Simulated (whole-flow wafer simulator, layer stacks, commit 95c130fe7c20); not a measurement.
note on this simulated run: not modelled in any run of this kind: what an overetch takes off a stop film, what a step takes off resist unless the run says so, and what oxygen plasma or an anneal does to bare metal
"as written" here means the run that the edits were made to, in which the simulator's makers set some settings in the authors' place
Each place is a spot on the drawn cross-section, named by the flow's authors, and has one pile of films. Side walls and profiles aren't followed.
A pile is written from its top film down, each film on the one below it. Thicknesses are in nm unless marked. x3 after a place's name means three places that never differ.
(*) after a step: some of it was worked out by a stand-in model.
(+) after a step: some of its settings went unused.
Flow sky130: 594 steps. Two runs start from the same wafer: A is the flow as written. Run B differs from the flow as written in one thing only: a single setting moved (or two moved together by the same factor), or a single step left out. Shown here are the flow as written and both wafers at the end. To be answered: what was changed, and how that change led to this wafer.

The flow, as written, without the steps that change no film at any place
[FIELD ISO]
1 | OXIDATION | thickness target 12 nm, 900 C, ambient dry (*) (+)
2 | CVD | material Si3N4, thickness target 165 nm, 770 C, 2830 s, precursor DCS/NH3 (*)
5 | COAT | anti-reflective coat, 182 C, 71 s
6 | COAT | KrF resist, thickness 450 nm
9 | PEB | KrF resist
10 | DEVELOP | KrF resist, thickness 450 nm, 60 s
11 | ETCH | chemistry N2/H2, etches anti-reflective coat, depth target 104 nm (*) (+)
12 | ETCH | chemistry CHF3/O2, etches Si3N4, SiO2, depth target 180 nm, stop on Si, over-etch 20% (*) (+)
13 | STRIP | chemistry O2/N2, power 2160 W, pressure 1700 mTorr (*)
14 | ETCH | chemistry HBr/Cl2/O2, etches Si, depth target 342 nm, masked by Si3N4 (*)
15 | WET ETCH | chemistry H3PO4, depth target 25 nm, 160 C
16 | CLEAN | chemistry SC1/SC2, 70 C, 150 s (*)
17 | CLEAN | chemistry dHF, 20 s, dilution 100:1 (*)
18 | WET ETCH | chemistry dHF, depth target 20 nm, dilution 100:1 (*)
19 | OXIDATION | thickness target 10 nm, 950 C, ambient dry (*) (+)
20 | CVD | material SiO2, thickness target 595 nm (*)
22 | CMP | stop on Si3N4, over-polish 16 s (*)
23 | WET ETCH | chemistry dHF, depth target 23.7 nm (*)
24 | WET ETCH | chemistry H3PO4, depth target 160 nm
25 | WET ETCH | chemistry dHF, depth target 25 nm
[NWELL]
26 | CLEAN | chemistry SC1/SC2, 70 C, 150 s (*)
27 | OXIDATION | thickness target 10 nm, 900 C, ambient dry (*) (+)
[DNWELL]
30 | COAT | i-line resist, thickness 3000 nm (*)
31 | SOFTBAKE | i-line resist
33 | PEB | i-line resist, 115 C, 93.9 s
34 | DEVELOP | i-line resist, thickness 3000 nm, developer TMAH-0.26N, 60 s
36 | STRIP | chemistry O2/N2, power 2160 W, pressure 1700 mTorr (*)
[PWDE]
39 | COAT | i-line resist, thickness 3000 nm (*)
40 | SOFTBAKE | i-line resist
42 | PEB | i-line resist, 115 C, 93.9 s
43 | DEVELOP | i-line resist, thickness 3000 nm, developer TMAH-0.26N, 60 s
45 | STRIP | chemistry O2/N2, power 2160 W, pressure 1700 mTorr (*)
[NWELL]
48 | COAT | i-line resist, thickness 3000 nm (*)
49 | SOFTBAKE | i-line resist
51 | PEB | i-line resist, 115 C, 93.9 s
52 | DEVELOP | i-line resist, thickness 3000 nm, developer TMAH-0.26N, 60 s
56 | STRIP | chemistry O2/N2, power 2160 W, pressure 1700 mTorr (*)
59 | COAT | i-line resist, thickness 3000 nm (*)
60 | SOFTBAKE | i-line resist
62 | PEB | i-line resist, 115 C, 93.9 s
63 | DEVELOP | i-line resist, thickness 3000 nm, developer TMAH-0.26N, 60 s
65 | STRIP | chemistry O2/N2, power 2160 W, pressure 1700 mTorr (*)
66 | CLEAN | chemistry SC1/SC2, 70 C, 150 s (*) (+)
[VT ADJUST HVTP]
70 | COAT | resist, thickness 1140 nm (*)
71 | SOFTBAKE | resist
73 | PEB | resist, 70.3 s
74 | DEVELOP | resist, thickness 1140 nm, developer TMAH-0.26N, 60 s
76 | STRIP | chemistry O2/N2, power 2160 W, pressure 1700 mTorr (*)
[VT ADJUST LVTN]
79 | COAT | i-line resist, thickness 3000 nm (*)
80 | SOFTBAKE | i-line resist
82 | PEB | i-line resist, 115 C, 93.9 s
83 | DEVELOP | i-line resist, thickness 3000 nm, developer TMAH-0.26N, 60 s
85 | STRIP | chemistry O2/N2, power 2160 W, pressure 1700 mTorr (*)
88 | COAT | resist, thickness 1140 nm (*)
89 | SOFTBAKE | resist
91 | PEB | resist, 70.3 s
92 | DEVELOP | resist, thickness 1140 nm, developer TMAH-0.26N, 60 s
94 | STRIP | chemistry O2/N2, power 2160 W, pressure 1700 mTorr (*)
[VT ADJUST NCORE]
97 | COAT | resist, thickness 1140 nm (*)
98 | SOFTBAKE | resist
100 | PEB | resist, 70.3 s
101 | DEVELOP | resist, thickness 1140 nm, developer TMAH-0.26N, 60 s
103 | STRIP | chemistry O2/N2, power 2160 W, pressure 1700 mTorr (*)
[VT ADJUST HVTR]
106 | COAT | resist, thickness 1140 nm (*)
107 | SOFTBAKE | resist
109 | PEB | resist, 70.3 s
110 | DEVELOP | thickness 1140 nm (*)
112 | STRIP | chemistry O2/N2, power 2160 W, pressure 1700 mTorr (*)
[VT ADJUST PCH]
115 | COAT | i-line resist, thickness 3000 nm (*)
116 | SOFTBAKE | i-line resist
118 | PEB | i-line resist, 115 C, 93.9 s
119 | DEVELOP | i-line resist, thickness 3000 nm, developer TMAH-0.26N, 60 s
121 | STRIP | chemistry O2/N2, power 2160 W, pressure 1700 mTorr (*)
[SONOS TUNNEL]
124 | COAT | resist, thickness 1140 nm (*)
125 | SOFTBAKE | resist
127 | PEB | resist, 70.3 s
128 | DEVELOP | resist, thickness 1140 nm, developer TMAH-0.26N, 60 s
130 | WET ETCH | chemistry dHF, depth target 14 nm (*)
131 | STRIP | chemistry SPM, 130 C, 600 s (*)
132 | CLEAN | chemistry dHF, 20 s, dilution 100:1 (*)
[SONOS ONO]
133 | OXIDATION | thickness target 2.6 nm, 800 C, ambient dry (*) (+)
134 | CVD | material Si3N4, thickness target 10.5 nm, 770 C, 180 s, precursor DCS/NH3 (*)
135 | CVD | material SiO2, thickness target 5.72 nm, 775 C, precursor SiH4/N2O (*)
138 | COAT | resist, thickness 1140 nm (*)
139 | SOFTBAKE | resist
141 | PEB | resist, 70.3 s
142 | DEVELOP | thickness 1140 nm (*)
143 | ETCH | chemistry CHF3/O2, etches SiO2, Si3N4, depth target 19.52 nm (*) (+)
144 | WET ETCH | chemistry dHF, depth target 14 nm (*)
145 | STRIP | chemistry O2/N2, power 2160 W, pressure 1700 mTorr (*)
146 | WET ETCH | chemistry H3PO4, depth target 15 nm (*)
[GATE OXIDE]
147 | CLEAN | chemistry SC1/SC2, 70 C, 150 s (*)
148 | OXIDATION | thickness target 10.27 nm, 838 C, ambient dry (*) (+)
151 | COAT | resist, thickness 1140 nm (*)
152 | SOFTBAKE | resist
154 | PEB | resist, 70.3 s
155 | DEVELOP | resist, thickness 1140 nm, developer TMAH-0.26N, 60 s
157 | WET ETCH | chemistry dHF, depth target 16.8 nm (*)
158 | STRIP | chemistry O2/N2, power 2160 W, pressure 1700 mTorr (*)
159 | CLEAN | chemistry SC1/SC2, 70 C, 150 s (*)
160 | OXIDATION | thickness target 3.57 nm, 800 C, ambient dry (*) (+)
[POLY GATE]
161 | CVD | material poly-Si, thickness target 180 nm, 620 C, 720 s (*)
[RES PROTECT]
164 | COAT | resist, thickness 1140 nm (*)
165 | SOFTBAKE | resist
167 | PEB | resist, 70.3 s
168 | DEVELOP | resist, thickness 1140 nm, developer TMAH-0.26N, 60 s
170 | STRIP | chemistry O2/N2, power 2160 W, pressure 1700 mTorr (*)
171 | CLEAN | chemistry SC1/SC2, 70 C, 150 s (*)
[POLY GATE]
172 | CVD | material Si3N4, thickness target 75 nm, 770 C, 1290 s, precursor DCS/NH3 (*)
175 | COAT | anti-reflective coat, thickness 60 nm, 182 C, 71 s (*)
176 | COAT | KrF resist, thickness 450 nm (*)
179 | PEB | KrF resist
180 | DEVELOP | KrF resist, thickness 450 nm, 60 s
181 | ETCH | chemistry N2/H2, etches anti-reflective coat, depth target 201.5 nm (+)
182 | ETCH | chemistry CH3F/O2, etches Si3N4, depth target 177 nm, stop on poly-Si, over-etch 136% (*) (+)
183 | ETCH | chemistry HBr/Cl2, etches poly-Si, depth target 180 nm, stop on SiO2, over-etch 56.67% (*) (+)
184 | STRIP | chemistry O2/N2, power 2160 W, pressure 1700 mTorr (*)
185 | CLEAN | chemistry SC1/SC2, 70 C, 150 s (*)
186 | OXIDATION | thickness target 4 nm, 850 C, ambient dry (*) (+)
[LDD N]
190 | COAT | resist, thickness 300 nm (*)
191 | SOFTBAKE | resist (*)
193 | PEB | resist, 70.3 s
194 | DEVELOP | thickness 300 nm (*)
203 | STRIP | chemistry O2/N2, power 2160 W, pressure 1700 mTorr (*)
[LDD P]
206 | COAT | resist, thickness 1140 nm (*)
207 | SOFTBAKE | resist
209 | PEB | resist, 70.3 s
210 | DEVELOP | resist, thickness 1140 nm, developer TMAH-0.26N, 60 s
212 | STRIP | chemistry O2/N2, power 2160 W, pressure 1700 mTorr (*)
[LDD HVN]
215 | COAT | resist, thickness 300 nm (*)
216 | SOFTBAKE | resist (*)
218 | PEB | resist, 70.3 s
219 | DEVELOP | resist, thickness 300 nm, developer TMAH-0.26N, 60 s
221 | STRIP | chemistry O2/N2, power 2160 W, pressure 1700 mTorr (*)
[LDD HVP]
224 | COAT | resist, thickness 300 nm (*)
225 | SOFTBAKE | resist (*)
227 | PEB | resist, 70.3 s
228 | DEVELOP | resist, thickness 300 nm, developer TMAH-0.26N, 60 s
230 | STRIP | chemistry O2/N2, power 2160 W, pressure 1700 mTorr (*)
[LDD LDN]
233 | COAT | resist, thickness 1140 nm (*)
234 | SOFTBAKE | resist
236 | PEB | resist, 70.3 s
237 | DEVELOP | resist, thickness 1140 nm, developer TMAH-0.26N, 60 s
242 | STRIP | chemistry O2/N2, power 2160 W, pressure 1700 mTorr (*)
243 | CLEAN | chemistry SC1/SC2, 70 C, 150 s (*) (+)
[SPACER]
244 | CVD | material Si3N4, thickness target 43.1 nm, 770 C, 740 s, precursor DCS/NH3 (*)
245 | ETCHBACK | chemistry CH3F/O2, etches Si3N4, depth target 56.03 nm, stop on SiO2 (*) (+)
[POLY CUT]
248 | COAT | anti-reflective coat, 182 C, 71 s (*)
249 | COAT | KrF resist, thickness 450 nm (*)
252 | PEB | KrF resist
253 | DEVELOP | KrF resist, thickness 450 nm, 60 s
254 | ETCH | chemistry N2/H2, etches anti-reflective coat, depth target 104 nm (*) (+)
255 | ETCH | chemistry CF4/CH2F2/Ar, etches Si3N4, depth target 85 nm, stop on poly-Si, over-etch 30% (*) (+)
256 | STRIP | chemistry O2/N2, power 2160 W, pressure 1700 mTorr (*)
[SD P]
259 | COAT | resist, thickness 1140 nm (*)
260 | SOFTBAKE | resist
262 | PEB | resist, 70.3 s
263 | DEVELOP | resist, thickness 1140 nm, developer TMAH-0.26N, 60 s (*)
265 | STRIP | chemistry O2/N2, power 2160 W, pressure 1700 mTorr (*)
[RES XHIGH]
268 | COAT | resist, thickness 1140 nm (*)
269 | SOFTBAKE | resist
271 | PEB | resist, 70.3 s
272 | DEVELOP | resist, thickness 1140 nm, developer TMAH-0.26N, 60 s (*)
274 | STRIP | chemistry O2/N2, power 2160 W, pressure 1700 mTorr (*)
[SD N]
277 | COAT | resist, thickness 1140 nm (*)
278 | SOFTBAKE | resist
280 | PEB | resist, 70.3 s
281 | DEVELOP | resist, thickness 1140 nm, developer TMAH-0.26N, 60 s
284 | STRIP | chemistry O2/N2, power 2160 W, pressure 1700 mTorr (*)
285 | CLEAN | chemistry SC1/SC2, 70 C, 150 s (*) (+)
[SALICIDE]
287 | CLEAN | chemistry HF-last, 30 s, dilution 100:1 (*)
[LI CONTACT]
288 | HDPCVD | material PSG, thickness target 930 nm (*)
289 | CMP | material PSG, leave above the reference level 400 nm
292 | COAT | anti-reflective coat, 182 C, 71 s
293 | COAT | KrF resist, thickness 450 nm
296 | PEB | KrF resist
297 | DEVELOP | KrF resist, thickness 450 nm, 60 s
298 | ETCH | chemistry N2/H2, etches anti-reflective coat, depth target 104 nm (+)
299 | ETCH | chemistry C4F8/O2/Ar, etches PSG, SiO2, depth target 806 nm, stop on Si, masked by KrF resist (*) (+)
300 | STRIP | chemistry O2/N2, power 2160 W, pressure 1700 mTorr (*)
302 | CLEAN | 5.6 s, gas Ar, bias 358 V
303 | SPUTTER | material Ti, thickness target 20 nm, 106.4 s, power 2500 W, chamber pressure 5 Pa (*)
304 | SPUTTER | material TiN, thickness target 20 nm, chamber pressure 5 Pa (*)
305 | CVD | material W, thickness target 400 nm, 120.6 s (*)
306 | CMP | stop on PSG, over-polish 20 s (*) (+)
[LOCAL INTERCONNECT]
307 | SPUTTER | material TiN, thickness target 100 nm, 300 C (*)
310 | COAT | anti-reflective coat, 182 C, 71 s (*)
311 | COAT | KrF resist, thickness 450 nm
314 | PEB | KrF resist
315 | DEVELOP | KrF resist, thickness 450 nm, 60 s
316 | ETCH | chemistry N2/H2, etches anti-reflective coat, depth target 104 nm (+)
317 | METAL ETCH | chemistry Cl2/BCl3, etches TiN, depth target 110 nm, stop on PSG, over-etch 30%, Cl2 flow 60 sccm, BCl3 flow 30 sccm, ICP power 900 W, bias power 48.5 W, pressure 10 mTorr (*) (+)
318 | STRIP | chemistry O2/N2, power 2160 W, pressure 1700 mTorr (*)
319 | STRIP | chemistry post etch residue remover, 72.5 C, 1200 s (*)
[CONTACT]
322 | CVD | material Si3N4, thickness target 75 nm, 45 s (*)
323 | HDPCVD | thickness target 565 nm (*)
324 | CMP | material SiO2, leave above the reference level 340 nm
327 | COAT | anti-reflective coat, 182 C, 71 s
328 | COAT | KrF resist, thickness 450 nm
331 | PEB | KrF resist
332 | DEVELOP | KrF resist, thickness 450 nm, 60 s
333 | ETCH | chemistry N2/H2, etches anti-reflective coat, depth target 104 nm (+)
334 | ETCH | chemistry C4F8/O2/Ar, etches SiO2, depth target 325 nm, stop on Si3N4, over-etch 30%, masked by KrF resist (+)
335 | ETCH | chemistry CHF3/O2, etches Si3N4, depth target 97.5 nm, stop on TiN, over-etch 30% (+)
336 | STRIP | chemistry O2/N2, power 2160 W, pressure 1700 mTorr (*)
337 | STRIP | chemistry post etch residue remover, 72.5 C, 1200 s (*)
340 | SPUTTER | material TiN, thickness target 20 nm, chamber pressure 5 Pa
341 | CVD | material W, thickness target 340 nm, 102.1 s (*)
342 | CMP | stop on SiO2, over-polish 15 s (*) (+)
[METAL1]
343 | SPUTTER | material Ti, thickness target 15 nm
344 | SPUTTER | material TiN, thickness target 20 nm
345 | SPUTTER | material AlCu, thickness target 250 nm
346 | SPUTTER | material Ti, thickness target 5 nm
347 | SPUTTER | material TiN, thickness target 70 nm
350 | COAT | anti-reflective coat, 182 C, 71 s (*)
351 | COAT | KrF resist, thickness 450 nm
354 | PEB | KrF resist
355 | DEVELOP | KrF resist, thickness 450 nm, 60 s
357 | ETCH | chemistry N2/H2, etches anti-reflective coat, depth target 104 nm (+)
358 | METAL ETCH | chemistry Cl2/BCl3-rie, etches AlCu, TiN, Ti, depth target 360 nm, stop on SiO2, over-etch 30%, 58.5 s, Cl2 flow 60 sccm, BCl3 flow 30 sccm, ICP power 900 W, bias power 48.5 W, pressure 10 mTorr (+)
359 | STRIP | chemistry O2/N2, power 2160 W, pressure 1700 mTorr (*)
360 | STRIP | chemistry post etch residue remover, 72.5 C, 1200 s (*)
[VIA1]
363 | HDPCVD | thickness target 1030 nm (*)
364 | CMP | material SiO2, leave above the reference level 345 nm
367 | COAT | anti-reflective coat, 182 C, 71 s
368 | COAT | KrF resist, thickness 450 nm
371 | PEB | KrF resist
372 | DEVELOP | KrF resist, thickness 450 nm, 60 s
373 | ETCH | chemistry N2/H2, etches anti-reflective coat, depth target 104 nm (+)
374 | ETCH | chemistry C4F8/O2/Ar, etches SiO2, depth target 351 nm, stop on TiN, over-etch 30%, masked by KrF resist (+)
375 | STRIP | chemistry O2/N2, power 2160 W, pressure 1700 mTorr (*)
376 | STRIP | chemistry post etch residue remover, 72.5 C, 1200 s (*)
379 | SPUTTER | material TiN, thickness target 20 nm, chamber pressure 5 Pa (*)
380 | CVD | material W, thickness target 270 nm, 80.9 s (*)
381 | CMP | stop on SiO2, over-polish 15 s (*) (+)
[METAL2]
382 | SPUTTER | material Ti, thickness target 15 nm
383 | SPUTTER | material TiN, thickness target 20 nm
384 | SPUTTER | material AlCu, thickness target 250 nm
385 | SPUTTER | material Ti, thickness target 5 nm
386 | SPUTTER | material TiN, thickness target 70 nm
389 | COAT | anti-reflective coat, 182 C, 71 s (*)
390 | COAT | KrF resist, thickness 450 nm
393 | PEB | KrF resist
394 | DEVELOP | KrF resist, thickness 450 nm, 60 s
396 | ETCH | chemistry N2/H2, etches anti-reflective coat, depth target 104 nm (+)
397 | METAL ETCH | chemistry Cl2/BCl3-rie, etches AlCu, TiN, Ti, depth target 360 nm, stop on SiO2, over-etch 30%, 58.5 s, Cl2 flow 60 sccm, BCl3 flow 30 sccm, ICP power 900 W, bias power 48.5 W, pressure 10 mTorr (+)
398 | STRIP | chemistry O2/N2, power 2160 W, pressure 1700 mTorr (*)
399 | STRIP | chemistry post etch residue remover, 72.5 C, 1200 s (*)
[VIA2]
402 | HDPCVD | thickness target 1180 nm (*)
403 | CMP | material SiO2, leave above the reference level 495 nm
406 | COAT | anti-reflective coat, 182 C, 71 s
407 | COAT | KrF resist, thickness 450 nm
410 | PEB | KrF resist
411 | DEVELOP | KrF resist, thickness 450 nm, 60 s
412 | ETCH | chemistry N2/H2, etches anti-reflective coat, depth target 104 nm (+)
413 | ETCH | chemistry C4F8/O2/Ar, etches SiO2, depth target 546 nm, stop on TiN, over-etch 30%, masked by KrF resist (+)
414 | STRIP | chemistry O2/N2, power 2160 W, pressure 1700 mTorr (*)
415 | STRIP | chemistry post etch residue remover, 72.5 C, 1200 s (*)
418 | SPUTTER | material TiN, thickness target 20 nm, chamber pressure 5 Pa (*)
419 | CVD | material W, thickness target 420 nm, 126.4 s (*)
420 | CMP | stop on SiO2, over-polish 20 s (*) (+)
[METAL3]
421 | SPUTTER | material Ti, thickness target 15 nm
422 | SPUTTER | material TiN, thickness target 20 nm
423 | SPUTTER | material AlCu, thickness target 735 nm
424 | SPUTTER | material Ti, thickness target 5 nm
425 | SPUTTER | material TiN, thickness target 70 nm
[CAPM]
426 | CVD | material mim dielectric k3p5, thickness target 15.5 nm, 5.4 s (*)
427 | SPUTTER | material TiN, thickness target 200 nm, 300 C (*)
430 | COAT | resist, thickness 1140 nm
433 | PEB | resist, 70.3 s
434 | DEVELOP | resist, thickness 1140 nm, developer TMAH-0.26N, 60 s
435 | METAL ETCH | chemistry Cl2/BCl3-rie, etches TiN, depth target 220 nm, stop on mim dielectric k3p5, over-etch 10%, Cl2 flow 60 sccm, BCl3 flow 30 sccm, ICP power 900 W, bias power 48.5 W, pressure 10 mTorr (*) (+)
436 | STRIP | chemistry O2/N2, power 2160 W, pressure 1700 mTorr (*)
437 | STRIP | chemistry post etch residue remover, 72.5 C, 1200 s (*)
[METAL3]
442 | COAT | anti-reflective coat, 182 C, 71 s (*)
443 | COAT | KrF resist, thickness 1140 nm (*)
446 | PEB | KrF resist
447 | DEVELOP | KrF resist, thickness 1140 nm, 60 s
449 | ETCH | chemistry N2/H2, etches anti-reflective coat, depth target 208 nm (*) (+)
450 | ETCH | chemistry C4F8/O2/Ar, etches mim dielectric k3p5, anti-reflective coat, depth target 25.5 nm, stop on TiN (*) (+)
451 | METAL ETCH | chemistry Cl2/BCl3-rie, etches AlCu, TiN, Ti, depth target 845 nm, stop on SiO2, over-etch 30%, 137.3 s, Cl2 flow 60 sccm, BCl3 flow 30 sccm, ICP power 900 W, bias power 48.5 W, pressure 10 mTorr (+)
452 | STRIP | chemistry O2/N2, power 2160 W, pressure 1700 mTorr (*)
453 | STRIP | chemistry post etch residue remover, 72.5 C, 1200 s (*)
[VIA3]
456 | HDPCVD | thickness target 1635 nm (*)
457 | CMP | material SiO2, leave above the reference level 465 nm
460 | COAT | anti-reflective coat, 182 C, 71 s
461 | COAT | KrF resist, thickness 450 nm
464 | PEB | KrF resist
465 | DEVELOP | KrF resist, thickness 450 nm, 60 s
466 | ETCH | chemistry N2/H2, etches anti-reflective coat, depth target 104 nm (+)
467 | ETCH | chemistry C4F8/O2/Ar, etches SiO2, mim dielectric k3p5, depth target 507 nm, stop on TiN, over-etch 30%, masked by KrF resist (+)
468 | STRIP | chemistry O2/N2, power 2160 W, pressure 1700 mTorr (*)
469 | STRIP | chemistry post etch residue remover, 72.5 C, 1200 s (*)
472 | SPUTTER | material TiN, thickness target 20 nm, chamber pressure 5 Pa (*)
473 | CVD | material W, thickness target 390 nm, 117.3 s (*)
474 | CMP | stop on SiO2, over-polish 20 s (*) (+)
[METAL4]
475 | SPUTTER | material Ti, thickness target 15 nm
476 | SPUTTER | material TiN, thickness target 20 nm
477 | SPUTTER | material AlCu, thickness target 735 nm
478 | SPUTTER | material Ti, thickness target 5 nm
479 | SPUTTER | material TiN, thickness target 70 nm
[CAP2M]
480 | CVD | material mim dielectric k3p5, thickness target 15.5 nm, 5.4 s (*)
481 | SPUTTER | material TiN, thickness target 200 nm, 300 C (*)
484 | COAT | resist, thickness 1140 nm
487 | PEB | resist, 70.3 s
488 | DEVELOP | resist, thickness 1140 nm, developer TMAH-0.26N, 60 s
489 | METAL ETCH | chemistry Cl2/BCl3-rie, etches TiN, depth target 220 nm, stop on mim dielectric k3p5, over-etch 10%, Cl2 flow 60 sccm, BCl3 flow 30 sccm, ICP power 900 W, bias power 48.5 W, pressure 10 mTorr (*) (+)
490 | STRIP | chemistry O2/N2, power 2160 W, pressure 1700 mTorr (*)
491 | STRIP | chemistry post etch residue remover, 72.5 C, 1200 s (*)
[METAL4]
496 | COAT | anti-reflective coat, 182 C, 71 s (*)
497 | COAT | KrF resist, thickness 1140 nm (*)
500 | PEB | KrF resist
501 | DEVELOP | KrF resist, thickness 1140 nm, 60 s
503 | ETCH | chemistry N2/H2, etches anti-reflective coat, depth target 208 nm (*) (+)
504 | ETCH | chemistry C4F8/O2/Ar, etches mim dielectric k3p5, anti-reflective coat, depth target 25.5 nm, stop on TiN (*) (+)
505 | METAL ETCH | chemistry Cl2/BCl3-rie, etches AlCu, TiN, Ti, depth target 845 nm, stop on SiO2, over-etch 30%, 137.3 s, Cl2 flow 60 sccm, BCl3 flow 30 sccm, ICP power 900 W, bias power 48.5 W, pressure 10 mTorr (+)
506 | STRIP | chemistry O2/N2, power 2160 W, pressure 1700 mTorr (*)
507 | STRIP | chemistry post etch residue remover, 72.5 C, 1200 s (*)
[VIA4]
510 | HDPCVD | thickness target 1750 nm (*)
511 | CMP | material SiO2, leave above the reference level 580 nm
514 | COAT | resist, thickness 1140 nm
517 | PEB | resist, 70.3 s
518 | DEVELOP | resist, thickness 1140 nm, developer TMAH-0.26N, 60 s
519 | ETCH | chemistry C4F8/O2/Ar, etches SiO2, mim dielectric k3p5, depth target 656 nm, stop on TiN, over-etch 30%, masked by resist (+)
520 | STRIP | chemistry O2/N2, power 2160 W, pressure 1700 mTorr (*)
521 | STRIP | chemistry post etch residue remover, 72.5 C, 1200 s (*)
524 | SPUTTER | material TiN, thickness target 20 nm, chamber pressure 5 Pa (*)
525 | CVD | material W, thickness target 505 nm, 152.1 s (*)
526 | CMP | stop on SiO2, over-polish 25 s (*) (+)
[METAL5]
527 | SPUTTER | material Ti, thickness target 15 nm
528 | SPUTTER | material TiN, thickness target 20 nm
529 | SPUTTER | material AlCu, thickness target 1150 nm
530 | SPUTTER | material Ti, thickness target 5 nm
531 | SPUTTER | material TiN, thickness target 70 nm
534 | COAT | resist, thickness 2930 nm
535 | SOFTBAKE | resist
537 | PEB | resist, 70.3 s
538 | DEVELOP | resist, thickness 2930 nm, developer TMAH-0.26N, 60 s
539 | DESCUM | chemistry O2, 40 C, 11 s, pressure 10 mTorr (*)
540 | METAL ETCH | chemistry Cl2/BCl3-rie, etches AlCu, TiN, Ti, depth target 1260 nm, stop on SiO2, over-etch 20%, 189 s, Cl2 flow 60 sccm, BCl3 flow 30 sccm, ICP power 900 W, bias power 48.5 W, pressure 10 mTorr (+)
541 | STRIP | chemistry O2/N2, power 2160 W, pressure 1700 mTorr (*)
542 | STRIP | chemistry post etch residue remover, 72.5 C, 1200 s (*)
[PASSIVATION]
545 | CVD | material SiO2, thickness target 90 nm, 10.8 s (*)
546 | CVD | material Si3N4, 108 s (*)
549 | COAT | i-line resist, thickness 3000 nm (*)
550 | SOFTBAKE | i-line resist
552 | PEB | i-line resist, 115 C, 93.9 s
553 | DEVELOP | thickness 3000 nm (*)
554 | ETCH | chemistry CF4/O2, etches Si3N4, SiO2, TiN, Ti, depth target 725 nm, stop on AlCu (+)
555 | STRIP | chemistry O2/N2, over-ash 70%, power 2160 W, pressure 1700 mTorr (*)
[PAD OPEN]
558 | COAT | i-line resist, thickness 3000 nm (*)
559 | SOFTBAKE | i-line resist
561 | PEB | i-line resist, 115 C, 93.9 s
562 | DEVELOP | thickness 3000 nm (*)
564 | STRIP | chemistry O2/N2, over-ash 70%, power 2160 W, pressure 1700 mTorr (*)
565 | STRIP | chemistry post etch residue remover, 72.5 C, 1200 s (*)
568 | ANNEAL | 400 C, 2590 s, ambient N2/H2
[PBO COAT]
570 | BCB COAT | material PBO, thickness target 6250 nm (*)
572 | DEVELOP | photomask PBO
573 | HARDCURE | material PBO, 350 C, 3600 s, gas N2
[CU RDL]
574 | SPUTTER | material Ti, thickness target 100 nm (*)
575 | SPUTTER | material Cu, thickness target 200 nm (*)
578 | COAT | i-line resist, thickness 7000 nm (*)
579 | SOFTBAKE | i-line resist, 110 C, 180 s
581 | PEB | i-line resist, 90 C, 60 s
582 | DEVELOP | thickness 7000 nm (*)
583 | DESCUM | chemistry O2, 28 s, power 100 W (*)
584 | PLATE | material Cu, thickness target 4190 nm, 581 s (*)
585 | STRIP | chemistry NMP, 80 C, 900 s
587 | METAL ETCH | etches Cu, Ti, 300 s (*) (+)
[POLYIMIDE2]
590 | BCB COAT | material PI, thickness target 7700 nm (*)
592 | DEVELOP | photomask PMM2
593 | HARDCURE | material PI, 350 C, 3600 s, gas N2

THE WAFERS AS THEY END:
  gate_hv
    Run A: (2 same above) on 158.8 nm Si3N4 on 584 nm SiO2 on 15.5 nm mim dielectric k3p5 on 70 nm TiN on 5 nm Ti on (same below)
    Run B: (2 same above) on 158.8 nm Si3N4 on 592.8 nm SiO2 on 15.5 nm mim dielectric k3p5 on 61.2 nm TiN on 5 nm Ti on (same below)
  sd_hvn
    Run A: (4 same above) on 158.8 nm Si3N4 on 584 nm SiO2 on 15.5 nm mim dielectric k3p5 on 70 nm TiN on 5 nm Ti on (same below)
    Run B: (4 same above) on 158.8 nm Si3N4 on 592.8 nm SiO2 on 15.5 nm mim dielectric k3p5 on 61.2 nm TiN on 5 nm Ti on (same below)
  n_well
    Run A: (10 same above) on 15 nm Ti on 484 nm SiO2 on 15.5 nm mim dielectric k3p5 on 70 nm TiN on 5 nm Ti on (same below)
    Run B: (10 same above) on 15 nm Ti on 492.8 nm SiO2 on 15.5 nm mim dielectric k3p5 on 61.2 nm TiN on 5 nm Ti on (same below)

What caused this: step 479, SPUTTER: thickness target 61.2 nm was run, though the flow has thickness target 70 nm.
The wafer itself shows it: gate_hv has TiN 61.2, and step 479 as written asks for 70 nm.

Step by step, how the change led to this:
  479 | SPUTTER | material TiN, thickness target 70 nm
      field, active, n_well and 189 more: A TiN gains 70 (new film) | B TiN gains 61.2 (new film)
  505 | METAL ETCH | chemistry Cl2/BCl3-rie, etches AlCu, TiN, Ti, depth target 845 nm, stop on SiO2, over-etch 30%, 137.3 s, Cl2 flow 60 sccm, BCl3 flow 30 sccm, ICP power 900 W, bias power 48.5 W, pressure 10 mTorr (+)
      field, gate, spacer and 68 more: A TiN loses 70 (all of it), Ti loses 5 (all of it), AlCu loses 735 (all of it), TiN loses 20 (all of it), Ti loses 15 (all of it), SiO2 loses 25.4 | B TiN loses 61.2 (all of it), Ti loses 5 (all of it), AlCu loses 735 (all of it), TiN loses 20 (all of it), Ti loses 15 (all of it), SiO2 loses 26.2
      active, vpp_iso1, mim_edge_plate and 14 more: A TiN loses 70 (all of it), Ti loses 5 (all of it), AlCu loses 735 (all of it), TiN loses 20 (all of it), Ti loses 15 (all of it), SiO2 loses 25.3 | B TiN loses 61.2 (all of it), Ti loses 5 (all of it), AlCu loses 735 (all of it), TiN loses 20 (all of it), Ti loses 15 (all of it), SiO2 loses 26.2
